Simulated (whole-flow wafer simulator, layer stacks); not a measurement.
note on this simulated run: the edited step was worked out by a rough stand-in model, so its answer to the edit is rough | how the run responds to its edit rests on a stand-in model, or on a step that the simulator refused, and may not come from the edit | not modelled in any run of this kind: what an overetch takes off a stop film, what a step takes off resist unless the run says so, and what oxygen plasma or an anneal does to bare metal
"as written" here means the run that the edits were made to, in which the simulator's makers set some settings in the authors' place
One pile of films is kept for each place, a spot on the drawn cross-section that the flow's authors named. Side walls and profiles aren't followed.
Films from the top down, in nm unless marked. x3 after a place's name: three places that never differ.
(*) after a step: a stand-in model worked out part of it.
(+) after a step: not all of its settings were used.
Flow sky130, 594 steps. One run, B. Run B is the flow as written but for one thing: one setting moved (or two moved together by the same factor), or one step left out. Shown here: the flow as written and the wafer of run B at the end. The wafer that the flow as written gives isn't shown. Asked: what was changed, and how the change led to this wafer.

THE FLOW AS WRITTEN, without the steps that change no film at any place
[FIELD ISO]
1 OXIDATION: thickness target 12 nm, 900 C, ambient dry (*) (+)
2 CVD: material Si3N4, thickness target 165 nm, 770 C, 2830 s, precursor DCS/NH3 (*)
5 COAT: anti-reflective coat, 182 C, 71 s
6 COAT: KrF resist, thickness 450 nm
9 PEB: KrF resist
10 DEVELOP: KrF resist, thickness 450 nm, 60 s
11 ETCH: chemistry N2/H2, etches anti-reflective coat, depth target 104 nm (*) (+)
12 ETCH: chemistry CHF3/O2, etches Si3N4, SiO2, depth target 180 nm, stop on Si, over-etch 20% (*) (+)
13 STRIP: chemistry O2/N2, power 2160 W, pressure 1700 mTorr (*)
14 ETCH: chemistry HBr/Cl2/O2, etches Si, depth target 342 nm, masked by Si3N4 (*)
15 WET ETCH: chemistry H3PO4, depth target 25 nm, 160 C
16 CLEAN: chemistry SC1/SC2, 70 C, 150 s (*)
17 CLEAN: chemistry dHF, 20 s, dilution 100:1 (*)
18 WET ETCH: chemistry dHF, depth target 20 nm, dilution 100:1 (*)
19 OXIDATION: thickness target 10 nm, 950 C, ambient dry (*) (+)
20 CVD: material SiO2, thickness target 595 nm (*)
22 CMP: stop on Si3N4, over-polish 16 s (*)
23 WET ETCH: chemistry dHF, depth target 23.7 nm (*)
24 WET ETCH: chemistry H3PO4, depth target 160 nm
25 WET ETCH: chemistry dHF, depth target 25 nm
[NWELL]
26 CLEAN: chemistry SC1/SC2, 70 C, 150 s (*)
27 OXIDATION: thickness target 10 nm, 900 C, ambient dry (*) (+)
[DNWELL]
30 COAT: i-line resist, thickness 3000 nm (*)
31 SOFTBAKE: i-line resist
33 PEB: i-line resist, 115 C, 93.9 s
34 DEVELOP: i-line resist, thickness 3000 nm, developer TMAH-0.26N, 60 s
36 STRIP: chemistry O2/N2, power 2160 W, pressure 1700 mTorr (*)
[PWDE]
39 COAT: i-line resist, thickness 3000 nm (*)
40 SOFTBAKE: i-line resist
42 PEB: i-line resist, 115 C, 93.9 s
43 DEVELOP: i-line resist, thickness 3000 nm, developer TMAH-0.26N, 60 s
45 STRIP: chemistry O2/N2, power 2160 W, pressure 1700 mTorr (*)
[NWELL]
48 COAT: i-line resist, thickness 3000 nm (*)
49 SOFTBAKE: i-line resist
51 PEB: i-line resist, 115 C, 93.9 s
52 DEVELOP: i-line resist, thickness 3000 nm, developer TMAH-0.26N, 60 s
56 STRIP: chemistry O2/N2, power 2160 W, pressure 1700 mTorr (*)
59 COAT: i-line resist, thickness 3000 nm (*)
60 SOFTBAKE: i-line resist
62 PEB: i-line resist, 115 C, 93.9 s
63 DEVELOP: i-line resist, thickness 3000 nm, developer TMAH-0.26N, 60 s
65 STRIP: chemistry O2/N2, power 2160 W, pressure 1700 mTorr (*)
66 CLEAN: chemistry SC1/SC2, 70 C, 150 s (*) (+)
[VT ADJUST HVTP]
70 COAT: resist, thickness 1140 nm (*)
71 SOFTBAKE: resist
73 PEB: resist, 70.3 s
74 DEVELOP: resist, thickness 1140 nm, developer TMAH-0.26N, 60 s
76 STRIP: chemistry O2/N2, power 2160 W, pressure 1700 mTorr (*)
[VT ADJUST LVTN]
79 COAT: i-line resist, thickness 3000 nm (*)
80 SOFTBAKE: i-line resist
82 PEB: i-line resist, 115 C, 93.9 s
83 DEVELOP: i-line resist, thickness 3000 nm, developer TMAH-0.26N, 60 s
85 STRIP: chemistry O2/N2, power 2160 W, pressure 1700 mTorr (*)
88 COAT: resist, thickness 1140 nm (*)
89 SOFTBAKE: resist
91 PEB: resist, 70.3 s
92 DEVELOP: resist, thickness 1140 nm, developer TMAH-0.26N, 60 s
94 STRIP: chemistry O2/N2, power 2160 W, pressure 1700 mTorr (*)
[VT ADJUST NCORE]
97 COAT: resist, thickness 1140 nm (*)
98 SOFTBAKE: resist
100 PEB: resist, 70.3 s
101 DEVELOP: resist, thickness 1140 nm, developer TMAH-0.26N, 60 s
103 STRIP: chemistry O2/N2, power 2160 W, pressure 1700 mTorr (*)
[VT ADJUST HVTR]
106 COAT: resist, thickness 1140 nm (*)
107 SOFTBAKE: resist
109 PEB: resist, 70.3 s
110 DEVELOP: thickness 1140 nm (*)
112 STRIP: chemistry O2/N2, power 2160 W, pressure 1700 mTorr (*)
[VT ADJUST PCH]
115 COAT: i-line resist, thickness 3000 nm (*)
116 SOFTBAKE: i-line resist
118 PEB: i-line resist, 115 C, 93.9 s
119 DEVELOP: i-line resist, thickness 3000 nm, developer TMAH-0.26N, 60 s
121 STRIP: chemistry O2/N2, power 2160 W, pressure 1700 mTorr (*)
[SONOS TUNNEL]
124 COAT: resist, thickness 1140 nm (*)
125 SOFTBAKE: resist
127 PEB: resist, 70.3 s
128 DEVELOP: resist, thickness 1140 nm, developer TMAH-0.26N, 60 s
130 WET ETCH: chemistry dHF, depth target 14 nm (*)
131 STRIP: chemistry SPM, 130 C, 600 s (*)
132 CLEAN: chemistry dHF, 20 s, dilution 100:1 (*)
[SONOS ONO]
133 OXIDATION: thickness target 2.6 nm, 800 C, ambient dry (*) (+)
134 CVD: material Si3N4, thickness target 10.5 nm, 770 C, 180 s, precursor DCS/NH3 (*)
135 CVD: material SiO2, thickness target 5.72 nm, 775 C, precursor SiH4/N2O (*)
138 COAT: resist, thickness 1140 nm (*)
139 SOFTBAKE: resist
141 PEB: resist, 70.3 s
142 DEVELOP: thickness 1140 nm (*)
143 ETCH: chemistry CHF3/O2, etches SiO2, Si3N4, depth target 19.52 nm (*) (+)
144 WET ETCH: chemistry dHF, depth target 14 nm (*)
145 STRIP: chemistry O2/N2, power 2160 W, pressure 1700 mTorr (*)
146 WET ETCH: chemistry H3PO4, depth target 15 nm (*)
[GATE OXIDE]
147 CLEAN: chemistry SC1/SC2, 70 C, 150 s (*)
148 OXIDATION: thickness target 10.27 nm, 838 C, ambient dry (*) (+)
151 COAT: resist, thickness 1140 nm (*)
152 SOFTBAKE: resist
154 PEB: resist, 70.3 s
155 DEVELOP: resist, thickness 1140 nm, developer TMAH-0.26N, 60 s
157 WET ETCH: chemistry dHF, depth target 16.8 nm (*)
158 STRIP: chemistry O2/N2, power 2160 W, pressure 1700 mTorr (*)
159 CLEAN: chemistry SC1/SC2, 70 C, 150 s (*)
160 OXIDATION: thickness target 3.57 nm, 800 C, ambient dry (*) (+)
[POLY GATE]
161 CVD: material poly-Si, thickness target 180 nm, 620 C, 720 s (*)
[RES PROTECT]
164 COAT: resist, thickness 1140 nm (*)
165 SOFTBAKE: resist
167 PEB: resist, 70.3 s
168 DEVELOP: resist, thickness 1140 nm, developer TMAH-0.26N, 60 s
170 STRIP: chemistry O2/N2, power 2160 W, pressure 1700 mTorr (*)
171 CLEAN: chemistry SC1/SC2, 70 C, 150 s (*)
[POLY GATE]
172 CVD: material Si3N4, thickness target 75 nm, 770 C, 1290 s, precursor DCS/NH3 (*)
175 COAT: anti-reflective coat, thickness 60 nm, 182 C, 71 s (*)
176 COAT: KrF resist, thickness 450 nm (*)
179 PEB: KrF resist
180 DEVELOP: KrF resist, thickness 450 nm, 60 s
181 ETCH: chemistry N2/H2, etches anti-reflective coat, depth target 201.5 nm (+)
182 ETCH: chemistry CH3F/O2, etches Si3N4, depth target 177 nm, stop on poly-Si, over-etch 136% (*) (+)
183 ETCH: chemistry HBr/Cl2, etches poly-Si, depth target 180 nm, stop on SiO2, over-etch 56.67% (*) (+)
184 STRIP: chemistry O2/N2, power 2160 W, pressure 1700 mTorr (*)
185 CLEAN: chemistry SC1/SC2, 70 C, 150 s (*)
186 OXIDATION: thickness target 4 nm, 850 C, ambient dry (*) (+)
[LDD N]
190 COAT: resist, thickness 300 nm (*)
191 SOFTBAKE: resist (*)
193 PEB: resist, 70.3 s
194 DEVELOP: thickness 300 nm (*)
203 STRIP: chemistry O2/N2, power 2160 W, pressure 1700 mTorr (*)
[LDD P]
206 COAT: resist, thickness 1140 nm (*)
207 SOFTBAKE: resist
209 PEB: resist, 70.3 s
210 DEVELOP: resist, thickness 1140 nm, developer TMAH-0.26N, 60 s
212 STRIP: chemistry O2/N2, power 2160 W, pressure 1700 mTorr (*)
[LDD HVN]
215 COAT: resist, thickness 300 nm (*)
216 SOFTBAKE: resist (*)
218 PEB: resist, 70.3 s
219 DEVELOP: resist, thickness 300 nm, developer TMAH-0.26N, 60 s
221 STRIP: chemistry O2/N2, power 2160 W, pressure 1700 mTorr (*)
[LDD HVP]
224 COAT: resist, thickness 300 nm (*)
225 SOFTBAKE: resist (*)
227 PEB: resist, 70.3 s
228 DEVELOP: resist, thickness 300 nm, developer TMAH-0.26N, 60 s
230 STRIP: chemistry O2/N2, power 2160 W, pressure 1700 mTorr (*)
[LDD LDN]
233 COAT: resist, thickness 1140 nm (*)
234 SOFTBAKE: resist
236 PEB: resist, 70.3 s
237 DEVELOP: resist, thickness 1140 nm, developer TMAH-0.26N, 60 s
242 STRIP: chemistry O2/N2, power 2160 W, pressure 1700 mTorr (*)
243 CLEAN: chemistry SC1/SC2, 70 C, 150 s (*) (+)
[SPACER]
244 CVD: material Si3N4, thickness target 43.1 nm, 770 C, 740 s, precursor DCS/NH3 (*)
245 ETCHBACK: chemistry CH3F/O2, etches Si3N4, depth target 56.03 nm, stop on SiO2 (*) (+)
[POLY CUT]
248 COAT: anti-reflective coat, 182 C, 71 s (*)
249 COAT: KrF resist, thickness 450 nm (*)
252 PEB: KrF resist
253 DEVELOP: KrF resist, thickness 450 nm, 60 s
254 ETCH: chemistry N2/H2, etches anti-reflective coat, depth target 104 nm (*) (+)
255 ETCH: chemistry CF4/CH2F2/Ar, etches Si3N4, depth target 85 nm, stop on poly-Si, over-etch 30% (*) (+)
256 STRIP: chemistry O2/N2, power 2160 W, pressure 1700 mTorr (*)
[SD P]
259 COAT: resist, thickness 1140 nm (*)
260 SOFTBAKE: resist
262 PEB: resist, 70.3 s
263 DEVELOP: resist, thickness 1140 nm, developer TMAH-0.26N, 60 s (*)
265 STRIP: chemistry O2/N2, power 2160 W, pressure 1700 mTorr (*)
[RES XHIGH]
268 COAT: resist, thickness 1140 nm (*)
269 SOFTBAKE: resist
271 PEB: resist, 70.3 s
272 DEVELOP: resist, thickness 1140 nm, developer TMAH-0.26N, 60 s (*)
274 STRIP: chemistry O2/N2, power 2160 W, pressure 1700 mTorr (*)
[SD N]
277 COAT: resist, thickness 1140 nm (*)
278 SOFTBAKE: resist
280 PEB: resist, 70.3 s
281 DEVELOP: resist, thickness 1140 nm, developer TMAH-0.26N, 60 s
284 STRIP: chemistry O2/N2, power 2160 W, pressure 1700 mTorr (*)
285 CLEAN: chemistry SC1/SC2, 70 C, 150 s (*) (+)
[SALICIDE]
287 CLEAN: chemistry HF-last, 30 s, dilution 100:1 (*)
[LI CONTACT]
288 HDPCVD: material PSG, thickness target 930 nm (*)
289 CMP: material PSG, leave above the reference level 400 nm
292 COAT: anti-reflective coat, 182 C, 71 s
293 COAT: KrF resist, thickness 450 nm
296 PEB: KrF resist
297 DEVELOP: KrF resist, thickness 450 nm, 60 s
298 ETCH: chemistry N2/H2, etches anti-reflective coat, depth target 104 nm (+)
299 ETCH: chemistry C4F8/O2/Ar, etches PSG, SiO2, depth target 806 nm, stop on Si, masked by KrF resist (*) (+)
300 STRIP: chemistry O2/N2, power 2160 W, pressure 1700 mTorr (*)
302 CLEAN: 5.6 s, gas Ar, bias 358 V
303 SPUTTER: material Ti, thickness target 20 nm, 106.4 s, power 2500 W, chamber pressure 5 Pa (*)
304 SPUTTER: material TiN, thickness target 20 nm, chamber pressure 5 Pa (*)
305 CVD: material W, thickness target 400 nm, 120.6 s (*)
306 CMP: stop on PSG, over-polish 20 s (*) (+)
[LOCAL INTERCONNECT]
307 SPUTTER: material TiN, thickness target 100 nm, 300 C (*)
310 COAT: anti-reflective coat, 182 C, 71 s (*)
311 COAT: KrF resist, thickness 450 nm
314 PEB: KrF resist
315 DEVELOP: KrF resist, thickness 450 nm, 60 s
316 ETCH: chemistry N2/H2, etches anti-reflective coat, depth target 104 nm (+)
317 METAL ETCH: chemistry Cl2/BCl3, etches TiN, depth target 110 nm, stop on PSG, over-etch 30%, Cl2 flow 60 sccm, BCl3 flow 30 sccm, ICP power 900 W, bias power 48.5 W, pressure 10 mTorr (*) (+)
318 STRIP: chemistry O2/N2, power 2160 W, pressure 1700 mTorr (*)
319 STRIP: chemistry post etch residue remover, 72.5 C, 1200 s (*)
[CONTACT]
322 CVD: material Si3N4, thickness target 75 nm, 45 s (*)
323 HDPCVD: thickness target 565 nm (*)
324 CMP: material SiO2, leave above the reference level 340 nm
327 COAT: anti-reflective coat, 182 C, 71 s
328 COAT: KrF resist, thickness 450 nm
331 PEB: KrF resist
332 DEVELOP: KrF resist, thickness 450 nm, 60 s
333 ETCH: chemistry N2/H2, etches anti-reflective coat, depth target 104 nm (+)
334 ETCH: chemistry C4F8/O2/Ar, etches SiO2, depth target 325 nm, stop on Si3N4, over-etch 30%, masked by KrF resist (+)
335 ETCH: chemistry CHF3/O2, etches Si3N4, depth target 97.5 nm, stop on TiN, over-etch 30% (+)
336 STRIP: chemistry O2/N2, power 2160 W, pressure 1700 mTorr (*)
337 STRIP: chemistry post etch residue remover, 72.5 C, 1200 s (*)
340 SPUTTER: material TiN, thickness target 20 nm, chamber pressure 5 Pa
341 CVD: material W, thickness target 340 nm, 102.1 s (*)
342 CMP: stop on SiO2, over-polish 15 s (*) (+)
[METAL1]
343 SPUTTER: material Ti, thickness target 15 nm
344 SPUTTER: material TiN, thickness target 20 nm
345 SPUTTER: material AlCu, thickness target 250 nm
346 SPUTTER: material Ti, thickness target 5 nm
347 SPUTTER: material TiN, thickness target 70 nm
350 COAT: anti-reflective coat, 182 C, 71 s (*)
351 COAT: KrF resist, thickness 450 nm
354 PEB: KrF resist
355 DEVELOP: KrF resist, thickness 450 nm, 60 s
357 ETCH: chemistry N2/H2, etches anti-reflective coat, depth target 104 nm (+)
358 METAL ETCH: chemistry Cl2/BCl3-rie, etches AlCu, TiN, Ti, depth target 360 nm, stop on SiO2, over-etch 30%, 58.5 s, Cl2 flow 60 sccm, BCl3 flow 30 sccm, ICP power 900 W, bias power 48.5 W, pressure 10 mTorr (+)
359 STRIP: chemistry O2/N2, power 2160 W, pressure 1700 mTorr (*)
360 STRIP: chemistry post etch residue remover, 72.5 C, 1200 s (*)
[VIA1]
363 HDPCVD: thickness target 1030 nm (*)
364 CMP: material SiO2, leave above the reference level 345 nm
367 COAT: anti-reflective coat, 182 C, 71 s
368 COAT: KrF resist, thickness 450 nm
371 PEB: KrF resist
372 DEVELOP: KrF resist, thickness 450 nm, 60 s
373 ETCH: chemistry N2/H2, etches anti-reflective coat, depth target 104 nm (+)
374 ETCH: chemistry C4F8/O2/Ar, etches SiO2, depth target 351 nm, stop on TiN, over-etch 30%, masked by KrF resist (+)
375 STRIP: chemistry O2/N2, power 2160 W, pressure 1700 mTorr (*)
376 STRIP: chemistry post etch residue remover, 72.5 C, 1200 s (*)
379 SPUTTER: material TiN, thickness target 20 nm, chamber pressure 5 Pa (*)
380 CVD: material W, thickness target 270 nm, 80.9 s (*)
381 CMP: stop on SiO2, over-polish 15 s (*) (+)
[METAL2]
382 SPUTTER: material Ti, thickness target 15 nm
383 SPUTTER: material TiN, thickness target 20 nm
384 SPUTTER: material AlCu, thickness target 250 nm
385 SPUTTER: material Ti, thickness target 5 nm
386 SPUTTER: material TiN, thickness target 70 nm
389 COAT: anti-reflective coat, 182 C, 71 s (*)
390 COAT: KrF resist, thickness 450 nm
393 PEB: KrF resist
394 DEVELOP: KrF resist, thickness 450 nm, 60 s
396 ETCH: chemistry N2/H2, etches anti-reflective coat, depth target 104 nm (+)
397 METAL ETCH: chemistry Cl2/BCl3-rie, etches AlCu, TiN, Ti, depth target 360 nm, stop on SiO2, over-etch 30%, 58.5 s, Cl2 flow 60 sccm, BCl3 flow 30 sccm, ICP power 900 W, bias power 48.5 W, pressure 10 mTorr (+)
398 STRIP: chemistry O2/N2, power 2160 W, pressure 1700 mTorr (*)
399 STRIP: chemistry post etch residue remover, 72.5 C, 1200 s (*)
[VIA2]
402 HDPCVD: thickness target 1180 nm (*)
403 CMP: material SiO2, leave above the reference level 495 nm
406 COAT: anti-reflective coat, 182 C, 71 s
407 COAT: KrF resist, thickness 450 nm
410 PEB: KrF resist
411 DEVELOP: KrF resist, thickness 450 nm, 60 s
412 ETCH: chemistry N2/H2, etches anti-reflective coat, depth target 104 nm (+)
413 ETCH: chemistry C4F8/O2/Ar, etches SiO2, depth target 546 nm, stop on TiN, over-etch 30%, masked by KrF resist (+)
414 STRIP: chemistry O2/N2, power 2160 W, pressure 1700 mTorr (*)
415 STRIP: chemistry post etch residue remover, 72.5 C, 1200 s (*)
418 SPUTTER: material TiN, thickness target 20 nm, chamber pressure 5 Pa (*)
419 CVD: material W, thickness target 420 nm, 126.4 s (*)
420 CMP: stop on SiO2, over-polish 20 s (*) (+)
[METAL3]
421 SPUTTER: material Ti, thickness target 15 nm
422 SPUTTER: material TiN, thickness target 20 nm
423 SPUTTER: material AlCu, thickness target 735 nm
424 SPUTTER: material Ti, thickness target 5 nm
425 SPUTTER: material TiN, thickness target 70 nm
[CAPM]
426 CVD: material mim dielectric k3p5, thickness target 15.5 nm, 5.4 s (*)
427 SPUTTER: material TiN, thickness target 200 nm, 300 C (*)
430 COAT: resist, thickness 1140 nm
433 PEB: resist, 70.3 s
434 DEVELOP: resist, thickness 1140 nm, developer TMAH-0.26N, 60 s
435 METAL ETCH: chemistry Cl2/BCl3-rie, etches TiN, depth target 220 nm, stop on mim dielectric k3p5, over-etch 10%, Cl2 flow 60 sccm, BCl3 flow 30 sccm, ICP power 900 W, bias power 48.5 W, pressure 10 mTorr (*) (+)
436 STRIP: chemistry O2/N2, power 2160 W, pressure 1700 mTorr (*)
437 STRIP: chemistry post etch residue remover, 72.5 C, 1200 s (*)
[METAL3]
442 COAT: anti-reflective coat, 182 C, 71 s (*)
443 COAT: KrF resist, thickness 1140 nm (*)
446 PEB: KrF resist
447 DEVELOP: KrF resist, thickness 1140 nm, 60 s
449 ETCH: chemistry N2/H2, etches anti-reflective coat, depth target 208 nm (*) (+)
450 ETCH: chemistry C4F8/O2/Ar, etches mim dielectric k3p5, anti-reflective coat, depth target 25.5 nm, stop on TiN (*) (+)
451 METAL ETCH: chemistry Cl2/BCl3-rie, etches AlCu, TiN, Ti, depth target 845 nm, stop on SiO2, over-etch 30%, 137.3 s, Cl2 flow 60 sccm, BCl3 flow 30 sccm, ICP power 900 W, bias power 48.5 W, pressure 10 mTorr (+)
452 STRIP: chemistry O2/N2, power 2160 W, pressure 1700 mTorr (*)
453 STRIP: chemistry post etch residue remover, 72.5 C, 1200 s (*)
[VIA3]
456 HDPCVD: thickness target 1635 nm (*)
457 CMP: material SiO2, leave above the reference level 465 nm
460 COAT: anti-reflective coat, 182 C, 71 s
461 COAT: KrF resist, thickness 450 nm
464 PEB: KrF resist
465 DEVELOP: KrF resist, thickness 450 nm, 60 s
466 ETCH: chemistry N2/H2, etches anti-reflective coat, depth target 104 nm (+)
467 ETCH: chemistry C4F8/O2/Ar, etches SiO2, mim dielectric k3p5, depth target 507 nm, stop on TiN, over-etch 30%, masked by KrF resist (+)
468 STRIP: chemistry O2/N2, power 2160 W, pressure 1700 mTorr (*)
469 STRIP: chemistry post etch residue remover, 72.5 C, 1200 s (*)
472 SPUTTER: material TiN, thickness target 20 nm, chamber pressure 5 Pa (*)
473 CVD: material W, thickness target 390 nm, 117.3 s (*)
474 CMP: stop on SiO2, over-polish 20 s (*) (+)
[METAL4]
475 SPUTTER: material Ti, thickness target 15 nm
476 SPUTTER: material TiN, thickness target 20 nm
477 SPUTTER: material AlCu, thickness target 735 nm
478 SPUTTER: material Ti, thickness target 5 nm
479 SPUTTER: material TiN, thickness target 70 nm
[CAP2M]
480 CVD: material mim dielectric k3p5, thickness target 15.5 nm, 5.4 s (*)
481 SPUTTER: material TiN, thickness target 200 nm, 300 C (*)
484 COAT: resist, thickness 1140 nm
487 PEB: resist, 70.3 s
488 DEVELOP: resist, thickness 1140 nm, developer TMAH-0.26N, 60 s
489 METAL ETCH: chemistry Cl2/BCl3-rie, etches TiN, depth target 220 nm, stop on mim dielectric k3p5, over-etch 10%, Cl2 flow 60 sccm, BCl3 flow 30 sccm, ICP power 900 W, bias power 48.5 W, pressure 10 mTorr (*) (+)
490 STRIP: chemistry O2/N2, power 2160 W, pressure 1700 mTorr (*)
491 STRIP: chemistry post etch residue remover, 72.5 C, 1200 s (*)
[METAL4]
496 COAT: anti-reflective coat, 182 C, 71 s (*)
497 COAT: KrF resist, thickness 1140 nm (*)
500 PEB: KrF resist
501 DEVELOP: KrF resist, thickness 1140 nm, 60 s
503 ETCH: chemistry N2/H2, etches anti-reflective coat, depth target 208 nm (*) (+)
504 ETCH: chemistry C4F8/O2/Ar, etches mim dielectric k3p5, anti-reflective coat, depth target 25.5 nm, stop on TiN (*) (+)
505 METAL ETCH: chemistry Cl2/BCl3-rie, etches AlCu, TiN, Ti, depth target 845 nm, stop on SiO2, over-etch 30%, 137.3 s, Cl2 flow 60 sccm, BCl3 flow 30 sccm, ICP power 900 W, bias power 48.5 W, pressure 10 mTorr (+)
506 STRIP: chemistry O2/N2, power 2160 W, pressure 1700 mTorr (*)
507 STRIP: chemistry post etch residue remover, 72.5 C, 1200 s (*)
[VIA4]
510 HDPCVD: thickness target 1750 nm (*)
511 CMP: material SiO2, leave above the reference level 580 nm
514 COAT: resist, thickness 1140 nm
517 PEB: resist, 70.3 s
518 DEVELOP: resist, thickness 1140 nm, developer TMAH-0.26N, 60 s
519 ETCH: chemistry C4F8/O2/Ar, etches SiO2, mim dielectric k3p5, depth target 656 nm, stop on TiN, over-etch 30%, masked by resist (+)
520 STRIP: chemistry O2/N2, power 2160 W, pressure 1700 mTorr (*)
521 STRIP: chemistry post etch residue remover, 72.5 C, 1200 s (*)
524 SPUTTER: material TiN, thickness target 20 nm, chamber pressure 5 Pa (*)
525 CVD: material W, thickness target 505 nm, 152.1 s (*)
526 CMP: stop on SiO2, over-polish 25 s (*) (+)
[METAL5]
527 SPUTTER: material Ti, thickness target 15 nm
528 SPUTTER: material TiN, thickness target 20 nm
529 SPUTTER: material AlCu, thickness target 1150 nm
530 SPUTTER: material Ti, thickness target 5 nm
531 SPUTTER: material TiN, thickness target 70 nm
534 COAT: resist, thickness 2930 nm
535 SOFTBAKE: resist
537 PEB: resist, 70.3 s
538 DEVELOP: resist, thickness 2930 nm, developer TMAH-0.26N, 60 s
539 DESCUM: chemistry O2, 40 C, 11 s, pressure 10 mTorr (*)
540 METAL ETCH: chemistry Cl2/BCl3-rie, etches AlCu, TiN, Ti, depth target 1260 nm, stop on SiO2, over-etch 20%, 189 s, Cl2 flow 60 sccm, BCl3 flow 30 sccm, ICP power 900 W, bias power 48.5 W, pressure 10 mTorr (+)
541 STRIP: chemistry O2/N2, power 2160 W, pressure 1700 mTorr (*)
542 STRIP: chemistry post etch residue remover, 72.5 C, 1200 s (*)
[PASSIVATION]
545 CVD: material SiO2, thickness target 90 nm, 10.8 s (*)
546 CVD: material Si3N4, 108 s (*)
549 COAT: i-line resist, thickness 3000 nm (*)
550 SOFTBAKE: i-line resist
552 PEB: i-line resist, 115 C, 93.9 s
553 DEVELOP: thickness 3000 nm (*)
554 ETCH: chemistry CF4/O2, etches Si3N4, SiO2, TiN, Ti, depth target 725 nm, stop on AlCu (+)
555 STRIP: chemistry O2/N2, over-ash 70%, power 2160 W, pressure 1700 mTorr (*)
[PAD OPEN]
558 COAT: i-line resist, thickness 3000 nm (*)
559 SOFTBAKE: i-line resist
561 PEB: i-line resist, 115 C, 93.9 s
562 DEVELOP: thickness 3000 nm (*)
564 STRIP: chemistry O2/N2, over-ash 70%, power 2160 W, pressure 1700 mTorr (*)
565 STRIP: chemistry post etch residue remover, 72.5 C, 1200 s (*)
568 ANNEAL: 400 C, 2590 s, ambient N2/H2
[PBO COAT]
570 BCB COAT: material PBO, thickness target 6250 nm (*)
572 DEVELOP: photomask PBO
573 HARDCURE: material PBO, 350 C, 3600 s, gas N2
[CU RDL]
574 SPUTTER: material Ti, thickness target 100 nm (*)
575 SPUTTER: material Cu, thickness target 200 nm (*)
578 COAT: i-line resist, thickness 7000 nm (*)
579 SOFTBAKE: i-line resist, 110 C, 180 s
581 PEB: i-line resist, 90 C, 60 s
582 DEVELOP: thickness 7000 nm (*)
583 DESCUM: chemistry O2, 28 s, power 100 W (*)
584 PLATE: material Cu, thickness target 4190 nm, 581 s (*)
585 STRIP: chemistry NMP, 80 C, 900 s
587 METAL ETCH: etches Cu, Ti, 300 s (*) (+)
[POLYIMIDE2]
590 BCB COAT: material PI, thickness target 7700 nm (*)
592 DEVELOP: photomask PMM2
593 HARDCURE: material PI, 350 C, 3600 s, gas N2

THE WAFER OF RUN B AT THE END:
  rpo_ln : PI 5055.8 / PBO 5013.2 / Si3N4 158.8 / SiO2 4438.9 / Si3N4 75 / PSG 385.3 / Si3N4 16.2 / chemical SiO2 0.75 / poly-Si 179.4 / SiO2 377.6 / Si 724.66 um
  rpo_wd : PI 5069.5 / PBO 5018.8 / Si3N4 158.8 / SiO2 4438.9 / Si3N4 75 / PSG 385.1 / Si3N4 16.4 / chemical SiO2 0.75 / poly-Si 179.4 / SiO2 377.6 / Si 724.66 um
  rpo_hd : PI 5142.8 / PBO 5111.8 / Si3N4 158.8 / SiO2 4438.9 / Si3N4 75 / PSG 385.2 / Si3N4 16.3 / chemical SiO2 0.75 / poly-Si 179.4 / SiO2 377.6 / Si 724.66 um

The cause: step 255, ETCH: depth target 44.6 nm was run, where the flow has depth target 85 nm.

How the change led to this, step by step:
  255 ETCH: chemistry CF4/CH2F2/Ar, etches Si3N4, depth target 85 nm, stop on poly-Si, over-etch 30% (*) (+)
      rpo_wd, rxpo_wd: Si3N4 -44.6 (as written it would be: Si3N4 -61.6 (all of it), chemical SiO2 -0.75 (all of it))
      poly_licon: Si3N4 -44.6 (as written it would be: Si3N4 -61.9 (all of it), chemical SiO2 -0.76 (all of it))
      (and at 187 more places)
  256 STRIP: chemistry O2/N2, power 2160 W, pressure 1700 mTorr (*)
      poly_licon, rpo_ln, rpo_wd, rpo_hd, rpo_hd_licon, rxpo_ln, rxpo_wd: nothing (as written it would be: chemical SiO2 +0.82 (new film), poly-Si -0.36)
      dice_street, dep_dnw_sti, iso_dnw_wall, grade_field_poly, de16_nwb_sti: KrF resist -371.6 (all of it), anti-reflective coat -80 (all of it) (as written it would be: KrF resist -353.2 (all of it), anti-reflective coat -80 (all of it))
      (and at 178 more places)
  260 SOFTBAKE: resist
      mim: resist +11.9 (as written it would be: resist +10.8)
      npn11_xb: resist +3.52 (as written it would be: resist +3.01)
      (and at 10 more places)
  269 SOFTBAKE: resist
      mim: resist +11.9 (as written it would be: resist +10.8)
      npn11_xb: resist +3.52 (as written it would be: resist +3.01)
      (and at 10 more places)
  278 SOFTBAKE: resist
      mim: resist +11.9 (as written it would be: resist +10.8)
      nw_fld__w1: resist +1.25 (as written it would be: resist +0.73)
      (and at 11 more places)
  287 CLEAN: chemistry HF-last, 30 s, dilution 100:1 (*)
      rpo_ln, rpo_wd, rpo_hd, rpo_hd_licon, rxpo_ln, rxpo_wd: Si3N4 -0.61 (as written it would be: chemical SiO2 -0.77 (all of it))
      poly_licon: Si3N4 -0.61 (as written it would be: chemical SiO2 -0.76 (all of it))
  289 CMP: material PSG, leave above the reference level 400 nm
      rpo_wd, rpo_hd, rxpo_wd: PSG -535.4 (as written it would be: PSG -517.7)
      poly_licon, rpo_hd_licon: PSG -535.7 (as written it would be: PSG -517.7)
      (and at 2 more places)
  299 ETCH: chemistry C4F8/O2/Ar, etches PSG, SiO2, depth target 806 nm, stop on Si, masked by KrF resist (*) (+)
      poly_licon: PSG -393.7 (all of it), Si3N4 -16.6 (all of it), chemical SiO2 -0.76 (all of it) (as written it would be: PSG -411.7 (all of it))
      rpo_hd_licon: PSG -393.7 (all of it), Si3N4 -16.6 (all of it), chemical SiO2 -0.75 (all of it) (as written it would be: PSG -411.7 (all of it))
  306 CMP: stop on PSG, over-polish 20 s (*) (+)
      poly_licon: W -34 (as written it would be: W -33.3)
